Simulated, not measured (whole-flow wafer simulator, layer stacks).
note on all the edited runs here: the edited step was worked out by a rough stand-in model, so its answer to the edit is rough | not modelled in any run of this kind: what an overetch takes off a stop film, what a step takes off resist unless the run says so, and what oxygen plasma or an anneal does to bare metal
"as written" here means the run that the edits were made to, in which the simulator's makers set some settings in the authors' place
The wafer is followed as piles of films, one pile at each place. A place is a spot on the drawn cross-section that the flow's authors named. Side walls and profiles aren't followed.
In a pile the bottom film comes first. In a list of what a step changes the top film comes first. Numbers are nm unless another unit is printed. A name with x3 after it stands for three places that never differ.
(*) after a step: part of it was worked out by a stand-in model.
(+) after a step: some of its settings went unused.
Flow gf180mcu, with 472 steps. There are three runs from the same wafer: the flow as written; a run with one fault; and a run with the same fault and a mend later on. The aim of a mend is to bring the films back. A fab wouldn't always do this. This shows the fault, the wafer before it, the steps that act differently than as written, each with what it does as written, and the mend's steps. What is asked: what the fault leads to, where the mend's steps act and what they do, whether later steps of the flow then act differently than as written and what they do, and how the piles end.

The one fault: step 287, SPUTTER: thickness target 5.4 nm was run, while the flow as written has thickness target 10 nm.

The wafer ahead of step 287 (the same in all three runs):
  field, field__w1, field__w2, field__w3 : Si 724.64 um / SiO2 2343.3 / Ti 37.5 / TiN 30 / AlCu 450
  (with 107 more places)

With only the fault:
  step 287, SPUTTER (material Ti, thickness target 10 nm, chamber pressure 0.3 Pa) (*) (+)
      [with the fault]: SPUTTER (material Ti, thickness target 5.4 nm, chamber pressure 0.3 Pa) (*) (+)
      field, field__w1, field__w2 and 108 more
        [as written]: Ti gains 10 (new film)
        [with the fault]: Ti gains 5.4 (new film)
  Steps later in the flow that act otherwise than as written (5 more steps, not shown, differ only slightly: by at most 2% or 0.5 nm, whichever is larger):
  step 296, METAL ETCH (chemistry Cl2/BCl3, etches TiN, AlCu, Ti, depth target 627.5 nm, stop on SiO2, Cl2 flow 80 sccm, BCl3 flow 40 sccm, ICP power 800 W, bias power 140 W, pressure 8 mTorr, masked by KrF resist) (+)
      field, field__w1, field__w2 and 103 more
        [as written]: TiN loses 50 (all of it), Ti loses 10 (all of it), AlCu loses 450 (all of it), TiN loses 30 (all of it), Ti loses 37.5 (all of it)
        [with the fault]: TiN loses 50 (all of it), Ti loses 5.4 (all of it), AlCu loses 450 (all of it), TiN loses 30 (all of it), Ti loses 37.5 (all of it)
  The piles end different from the flow's at field__w8, contact, m1, m1__w1, m1_nw by more than 2% or 0.5 nm, whichever is larger.
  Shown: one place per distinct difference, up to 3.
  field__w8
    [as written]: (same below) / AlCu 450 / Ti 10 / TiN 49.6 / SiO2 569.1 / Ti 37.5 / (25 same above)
    [with the fault]: (same below) / AlCu 450 / Ti 5.4 / TiN 49.6 / SiO2 573.7 / Ti 37.5 / (25 same above)
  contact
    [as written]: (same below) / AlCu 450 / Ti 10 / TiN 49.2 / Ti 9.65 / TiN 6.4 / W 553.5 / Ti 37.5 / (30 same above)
    [with the fault]: (same below) / AlCu 450 / Ti 5.4 / TiN 49.2 / Ti 9.63 / TiN 6.39 / W 558.1 / Ti 37.5 / (30 same above)

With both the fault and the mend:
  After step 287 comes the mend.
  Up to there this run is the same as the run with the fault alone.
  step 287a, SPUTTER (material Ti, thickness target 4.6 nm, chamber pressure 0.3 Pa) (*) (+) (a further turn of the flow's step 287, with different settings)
      field, field__w1, field__w2 and 108 more
        Ti gains 4.6
  None of the later steps of the flow acts differently than as written at any place that is followed.
  The piles end the same as the flow's at every place that both follow.
